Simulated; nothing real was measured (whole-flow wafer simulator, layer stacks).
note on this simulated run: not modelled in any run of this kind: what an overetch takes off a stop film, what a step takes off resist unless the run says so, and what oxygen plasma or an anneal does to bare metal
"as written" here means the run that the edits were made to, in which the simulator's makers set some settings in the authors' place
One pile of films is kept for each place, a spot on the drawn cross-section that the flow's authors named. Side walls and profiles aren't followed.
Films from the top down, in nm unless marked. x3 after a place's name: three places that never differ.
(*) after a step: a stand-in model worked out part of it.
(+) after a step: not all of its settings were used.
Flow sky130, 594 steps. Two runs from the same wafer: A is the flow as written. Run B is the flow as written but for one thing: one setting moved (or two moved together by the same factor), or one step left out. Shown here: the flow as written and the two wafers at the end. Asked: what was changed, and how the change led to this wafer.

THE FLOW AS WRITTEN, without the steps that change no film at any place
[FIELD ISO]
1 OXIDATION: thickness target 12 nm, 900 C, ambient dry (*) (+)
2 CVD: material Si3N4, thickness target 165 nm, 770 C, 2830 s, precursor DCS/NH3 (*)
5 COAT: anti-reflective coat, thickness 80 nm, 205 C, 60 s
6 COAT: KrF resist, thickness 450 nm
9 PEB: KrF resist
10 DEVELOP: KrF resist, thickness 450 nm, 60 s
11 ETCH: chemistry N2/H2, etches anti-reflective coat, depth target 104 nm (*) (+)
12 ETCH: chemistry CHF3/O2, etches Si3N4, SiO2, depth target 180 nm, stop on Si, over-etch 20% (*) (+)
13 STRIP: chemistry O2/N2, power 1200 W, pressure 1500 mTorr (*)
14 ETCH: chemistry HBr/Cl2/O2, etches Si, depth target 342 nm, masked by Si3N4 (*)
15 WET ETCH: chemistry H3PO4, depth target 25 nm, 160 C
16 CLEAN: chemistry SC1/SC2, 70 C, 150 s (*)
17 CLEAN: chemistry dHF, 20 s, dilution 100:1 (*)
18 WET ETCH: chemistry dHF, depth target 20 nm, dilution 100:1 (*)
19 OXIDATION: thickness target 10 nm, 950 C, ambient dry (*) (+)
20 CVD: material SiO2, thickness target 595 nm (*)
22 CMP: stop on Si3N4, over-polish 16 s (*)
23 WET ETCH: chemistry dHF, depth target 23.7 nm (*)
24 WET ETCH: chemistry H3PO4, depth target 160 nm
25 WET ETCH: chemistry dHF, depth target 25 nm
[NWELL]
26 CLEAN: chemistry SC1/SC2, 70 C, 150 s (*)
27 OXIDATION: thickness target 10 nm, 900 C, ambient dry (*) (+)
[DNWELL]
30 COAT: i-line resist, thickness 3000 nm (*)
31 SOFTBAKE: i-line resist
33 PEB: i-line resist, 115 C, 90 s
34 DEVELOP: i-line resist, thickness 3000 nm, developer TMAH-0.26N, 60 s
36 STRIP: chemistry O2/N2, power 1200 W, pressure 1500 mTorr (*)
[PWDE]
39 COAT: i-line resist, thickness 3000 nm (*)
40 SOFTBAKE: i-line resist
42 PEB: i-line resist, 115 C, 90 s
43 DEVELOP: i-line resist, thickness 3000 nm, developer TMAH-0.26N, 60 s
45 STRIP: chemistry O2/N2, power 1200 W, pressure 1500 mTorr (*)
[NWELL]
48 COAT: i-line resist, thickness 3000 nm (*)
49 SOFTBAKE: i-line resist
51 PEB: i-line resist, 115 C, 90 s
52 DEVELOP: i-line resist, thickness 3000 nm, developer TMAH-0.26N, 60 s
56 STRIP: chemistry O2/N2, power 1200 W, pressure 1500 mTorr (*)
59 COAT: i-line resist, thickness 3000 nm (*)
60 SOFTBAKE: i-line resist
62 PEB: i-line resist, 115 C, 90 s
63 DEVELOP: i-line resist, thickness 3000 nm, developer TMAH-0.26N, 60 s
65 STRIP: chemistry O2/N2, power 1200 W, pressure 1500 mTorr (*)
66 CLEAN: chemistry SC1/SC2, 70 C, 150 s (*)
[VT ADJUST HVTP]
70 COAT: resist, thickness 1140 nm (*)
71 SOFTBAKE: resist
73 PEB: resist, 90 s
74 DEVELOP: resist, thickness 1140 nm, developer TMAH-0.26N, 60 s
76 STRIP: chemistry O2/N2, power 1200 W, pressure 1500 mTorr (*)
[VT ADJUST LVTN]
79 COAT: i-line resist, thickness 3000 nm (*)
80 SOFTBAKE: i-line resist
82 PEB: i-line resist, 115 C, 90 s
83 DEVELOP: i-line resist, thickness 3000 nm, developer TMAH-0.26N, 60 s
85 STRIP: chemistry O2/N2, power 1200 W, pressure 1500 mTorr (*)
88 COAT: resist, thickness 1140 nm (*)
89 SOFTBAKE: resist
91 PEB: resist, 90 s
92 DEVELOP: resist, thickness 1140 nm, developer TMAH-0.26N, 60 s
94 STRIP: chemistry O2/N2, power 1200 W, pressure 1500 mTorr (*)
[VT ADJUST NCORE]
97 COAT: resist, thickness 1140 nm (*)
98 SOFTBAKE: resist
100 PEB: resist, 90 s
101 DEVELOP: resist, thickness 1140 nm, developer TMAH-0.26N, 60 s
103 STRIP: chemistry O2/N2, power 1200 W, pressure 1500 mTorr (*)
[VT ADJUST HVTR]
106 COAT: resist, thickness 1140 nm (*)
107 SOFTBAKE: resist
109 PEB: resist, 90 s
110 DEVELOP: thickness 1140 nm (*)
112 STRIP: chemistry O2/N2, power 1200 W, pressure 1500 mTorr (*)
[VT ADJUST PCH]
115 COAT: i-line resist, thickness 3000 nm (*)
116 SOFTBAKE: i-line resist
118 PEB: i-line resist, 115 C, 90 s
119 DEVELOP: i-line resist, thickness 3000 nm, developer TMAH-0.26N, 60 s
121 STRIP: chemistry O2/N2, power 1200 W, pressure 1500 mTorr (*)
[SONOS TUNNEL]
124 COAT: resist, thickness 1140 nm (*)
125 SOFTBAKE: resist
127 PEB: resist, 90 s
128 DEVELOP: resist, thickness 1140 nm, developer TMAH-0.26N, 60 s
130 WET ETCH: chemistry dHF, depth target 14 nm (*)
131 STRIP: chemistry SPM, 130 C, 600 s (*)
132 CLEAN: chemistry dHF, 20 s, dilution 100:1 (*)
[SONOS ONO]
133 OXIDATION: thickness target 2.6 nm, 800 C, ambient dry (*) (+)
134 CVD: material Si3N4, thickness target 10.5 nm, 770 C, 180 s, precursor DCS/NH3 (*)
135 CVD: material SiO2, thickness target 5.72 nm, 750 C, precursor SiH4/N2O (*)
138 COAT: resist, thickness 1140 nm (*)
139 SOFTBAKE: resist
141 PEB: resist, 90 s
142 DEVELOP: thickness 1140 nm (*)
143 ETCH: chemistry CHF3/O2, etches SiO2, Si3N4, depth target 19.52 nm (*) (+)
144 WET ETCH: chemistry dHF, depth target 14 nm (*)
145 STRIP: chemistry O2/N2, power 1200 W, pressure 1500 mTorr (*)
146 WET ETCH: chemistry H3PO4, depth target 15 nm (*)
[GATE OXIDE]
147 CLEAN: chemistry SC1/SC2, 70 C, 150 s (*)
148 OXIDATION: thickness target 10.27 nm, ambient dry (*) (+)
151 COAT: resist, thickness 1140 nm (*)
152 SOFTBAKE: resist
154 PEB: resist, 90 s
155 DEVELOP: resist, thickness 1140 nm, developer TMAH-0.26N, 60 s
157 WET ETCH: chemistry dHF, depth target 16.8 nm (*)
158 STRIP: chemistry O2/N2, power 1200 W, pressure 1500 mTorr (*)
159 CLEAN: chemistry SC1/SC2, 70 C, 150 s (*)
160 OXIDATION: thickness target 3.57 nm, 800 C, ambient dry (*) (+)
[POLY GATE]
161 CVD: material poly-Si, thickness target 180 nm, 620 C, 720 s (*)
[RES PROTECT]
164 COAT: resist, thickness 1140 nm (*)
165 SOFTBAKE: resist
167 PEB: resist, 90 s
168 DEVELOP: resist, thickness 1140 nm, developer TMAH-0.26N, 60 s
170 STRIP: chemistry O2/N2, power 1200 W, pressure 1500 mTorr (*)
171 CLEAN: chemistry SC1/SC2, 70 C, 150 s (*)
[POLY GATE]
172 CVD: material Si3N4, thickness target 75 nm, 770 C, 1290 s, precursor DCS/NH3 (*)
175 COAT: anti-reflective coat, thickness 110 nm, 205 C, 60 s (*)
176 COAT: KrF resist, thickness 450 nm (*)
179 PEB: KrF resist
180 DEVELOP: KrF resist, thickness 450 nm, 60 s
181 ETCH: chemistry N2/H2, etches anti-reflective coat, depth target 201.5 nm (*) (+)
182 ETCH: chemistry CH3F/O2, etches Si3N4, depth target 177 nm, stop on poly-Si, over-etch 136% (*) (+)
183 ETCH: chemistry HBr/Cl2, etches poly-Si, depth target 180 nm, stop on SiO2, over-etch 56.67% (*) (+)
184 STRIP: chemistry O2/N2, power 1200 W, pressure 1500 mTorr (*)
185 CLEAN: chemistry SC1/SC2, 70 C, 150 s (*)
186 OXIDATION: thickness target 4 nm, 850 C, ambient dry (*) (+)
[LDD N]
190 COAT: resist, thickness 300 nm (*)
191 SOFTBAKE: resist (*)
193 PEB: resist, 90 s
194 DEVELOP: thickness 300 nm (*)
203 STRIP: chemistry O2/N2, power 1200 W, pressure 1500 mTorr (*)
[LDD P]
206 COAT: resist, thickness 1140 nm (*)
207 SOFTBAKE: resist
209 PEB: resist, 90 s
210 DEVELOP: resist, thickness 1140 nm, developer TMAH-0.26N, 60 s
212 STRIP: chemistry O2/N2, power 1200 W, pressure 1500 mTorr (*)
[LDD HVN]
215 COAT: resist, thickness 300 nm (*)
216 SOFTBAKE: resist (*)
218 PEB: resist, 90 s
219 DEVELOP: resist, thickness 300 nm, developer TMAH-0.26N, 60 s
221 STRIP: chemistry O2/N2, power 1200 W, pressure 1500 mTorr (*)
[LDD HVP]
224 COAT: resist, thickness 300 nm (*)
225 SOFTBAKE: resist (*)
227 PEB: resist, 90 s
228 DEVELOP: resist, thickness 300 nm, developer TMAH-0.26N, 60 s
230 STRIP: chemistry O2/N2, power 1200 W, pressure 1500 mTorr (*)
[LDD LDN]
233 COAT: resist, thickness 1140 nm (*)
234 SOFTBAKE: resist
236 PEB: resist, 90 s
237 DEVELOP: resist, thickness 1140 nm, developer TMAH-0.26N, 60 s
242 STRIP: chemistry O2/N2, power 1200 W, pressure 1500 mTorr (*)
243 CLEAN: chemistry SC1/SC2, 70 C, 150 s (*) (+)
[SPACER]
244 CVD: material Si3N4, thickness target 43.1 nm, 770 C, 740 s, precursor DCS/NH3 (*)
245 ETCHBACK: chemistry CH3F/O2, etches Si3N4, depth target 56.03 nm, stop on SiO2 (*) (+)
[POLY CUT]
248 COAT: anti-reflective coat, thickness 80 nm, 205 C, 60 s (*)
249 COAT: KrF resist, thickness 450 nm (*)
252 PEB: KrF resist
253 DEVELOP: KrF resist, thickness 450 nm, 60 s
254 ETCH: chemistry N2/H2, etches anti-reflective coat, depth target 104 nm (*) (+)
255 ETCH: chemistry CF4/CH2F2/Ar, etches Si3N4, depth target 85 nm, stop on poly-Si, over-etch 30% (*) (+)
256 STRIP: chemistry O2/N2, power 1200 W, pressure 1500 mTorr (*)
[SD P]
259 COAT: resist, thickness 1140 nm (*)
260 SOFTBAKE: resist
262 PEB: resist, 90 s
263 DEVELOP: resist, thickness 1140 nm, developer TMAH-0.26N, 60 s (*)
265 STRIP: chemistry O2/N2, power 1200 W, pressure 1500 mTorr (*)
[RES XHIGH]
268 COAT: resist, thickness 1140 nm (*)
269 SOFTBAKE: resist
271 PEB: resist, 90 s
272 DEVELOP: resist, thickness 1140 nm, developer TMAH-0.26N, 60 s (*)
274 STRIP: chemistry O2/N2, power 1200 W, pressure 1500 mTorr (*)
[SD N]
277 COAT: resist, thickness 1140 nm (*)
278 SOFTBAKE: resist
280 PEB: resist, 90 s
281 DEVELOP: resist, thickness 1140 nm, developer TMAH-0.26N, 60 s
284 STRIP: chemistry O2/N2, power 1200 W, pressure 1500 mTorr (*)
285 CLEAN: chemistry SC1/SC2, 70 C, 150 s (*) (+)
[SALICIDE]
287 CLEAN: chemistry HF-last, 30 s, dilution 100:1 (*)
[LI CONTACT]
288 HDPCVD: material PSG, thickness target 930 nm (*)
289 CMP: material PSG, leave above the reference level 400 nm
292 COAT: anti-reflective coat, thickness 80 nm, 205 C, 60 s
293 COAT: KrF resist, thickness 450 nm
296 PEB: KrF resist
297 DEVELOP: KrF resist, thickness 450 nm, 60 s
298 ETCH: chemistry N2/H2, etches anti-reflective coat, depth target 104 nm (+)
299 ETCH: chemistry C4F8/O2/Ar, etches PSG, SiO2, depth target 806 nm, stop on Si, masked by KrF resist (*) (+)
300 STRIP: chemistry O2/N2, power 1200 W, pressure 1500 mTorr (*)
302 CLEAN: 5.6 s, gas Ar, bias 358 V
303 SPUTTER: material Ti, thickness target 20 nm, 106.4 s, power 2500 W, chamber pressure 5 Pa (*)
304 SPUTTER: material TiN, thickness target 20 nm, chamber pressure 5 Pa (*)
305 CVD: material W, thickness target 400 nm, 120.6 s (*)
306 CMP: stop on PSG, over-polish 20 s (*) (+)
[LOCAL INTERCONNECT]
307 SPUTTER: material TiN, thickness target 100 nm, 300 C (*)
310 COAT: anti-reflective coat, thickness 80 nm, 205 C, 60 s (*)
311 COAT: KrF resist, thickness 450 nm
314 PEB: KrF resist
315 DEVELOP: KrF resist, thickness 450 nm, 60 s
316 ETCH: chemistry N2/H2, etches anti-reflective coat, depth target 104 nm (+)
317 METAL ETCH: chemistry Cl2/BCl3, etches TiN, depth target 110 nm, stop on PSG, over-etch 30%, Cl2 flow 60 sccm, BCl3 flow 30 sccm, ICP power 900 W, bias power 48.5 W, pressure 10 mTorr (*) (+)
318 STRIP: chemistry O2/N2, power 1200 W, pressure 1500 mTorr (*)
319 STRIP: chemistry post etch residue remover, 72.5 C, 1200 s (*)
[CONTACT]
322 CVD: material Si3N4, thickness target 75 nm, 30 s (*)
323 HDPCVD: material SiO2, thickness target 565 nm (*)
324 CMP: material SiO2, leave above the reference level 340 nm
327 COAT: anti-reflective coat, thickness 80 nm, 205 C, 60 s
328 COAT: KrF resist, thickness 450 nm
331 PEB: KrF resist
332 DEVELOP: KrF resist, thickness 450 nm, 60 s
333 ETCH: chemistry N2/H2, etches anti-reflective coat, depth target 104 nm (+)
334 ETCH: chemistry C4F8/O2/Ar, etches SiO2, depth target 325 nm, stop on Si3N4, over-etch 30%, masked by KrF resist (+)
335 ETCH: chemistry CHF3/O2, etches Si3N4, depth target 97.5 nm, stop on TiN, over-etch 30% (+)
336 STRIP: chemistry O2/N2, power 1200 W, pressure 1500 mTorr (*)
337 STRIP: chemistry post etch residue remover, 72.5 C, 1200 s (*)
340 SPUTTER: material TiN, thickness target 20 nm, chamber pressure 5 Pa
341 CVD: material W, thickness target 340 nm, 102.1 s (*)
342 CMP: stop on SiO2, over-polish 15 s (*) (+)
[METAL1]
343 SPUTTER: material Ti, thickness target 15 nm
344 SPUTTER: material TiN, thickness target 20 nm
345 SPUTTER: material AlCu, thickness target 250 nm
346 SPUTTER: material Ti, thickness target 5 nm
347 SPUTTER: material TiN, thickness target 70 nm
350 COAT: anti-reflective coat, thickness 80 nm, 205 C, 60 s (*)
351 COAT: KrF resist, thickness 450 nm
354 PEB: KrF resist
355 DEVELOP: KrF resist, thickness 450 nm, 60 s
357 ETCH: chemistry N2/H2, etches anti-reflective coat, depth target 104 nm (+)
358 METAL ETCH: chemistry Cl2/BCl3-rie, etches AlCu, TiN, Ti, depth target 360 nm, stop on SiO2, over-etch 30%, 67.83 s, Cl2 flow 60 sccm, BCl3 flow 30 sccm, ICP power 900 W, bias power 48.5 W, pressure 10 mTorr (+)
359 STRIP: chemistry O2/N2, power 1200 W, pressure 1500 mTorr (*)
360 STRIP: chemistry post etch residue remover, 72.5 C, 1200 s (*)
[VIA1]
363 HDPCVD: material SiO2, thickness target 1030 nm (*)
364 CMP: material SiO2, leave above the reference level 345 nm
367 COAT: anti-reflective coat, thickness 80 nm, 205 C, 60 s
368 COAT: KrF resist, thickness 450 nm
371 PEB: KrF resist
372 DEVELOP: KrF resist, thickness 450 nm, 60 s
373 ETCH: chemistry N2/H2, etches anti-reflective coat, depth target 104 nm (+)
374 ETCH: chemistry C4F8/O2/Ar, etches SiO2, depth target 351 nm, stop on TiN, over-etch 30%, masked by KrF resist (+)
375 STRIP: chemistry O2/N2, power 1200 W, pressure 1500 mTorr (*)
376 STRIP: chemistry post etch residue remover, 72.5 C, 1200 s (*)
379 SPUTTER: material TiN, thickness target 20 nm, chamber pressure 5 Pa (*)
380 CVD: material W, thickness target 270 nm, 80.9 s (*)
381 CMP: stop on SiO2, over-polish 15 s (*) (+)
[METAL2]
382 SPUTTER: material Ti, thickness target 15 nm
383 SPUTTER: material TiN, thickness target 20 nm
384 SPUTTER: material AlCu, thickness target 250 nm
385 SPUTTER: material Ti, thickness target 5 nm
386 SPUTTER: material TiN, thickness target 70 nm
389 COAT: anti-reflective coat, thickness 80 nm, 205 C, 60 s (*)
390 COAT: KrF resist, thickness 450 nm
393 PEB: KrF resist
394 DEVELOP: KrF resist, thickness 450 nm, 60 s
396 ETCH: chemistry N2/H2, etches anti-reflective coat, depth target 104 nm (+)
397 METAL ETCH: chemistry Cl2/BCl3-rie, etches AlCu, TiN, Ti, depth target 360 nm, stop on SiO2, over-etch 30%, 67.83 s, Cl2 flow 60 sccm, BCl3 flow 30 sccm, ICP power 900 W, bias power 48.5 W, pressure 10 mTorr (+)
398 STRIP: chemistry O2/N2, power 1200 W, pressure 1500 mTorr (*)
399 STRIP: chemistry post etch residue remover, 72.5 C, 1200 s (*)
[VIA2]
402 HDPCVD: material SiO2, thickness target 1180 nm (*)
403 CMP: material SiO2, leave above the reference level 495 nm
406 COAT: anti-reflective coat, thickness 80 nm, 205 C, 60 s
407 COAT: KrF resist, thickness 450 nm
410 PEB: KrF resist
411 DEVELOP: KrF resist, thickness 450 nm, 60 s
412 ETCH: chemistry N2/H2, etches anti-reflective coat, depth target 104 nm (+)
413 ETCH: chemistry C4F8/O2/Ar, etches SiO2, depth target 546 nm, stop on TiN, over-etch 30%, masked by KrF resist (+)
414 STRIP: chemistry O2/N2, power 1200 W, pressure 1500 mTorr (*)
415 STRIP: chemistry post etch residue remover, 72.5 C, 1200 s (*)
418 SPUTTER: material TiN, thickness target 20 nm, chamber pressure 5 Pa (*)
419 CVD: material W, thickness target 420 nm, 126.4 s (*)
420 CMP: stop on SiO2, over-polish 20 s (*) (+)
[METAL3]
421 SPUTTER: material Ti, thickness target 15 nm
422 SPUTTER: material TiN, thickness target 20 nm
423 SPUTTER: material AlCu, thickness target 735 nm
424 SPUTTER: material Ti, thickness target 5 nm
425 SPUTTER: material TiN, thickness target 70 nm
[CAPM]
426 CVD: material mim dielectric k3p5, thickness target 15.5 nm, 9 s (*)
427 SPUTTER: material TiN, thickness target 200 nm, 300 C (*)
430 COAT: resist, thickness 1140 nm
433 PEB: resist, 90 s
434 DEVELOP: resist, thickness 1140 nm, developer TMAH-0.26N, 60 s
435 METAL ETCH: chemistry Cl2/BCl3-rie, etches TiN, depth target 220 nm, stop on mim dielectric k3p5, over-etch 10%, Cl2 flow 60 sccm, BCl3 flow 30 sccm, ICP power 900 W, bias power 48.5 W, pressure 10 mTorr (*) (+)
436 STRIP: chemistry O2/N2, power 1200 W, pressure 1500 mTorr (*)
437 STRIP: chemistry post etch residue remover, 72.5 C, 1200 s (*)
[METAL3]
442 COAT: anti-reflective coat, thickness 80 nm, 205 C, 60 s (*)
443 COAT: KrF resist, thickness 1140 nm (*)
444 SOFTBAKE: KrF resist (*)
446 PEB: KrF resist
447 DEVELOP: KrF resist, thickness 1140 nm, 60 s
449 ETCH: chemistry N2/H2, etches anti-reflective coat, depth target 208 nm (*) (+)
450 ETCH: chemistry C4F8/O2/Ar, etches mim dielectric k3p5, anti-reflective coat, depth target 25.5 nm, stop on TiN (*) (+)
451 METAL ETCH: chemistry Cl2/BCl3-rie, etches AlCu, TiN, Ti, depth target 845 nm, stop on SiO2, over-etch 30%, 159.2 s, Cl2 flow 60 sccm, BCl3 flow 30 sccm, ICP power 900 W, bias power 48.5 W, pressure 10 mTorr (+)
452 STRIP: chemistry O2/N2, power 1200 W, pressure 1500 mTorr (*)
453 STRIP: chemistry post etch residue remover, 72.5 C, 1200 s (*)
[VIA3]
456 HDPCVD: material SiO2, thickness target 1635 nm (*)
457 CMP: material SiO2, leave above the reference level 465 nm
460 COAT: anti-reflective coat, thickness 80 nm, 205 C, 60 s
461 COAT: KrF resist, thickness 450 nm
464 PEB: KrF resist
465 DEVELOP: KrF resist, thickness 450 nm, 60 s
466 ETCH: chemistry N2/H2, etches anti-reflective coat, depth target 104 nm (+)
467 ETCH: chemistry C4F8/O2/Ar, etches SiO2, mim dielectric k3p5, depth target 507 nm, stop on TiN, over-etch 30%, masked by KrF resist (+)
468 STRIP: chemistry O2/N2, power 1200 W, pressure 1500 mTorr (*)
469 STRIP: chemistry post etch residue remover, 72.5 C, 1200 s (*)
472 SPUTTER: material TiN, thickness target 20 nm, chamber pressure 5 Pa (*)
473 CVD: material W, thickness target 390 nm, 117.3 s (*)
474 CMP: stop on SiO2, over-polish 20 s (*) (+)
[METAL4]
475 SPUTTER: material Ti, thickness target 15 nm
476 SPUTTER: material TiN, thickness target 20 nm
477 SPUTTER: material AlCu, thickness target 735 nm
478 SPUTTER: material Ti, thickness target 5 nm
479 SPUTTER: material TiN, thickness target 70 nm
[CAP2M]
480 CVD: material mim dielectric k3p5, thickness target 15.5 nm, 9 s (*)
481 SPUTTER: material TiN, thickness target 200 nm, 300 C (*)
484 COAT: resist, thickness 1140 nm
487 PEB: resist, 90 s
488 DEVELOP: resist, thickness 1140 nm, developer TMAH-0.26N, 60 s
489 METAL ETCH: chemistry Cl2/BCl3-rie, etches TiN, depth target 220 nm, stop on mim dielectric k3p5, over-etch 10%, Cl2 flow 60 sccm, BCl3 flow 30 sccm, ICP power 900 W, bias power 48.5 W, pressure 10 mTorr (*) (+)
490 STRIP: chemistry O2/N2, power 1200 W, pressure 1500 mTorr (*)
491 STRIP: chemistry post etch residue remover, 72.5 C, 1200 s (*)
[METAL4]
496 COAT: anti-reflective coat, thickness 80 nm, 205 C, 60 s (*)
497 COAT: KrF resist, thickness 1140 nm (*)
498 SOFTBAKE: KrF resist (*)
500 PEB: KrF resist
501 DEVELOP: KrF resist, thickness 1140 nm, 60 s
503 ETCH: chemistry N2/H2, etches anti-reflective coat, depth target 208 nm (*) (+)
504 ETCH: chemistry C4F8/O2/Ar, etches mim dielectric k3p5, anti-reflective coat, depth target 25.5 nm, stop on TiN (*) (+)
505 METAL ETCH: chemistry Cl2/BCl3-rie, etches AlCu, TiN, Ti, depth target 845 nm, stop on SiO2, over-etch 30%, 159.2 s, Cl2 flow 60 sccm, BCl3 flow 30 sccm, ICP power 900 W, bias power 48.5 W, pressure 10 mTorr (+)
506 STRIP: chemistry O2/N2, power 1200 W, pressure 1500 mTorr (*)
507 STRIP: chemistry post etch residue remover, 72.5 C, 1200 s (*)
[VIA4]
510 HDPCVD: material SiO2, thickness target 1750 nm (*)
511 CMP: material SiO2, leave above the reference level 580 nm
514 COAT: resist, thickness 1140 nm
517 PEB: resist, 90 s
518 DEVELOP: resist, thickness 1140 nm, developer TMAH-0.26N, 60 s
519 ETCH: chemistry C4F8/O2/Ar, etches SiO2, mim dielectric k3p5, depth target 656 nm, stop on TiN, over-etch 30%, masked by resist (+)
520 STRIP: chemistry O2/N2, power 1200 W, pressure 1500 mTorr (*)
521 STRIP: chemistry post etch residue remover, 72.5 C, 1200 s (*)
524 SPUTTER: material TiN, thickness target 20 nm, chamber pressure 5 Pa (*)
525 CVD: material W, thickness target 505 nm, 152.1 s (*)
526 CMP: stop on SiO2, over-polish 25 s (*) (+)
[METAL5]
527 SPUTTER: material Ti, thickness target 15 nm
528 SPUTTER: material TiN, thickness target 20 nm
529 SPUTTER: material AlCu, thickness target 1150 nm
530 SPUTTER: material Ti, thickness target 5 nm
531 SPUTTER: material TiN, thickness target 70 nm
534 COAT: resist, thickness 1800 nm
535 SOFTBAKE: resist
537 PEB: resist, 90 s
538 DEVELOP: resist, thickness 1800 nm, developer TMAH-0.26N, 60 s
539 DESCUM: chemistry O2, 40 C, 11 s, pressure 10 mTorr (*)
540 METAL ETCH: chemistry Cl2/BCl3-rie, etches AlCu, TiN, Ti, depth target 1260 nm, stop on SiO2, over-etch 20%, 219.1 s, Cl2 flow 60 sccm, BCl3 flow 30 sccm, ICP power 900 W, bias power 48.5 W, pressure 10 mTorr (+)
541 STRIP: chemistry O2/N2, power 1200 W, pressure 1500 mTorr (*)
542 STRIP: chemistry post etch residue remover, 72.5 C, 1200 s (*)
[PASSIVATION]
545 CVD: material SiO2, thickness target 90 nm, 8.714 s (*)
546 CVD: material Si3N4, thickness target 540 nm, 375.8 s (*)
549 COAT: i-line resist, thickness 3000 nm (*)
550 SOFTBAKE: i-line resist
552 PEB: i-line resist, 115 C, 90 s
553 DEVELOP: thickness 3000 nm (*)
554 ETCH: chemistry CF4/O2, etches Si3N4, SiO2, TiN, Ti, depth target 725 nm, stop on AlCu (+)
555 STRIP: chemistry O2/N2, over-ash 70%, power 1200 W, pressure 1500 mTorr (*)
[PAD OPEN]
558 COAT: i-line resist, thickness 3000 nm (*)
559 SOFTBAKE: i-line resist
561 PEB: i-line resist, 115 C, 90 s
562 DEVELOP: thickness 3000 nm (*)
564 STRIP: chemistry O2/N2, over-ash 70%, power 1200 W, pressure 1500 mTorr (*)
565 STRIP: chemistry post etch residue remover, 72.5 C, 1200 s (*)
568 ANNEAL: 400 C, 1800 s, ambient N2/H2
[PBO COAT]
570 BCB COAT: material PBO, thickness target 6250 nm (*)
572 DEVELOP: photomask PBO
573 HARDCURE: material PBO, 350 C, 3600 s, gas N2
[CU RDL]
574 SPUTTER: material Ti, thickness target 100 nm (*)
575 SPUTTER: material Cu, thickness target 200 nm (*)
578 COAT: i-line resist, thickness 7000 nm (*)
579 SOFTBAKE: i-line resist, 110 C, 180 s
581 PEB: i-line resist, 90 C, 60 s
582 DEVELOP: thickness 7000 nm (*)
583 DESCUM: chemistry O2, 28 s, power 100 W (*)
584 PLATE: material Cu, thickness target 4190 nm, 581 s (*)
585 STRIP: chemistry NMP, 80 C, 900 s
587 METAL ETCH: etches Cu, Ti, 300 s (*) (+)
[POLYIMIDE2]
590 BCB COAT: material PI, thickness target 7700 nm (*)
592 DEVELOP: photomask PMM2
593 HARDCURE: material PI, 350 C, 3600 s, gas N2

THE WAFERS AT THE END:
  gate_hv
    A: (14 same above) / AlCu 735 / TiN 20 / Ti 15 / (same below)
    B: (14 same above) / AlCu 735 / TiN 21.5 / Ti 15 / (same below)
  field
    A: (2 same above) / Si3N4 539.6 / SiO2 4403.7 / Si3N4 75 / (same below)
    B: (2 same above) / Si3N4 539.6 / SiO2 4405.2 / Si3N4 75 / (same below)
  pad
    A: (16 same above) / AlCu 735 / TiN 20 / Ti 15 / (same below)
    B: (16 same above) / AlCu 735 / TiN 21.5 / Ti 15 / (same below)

The cause: step 422, SPUTTER: thickness target 21.5 nm was run, where the flow has thickness target 20 nm.
It can be read off the wafer: gate_hv has TiN 21.5, and step 422 as written asks for 20 nm.

How the change led to this, step by step:
  422 SPUTTER: material TiN, thickness target 20 nm
      field, active, n_well and 188 more: A TiN +20 (new film) | B TiN +21.5 (new film)
  451 METAL ETCH: chemistry Cl2/BCl3-rie, etches AlCu, TiN, Ti, depth target 845 nm, stop on SiO2, over-etch 30%, 159.2 s, Cl2 flow 60 sccm, BCl3 flow 30 sccm, ICP power 900 W, bias power 48.5 W, pressure 10 mTorr (+)
      field, active, gate and 69 more: A TiN -70 (all of it), Ti -5 (all of it), AlCu -735 (all of it), TiN -20 (all of it), Ti -15 (all of it), SiO2 -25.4 | B TiN -70 (all of it), Ti -5 (all of it), AlCu -735 (all of it), TiN -21.5 (all of it), Ti -15 (all of it), SiO2 -25.2
      vpp_ln, vpp_iso2, ndiff_ln and 10 more: A TiN -70 (all of it), Ti -5 (all of it), AlCu -735 (all of it), TiN -20 (all of it), Ti -15 (all of it), SiO2 -25.3 | B TiN -70 (all of it), Ti -5 (all of it), AlCu -735 (all of it), TiN -21.5 (all of it), Ti -15 (all of it), SiO2 -25.2
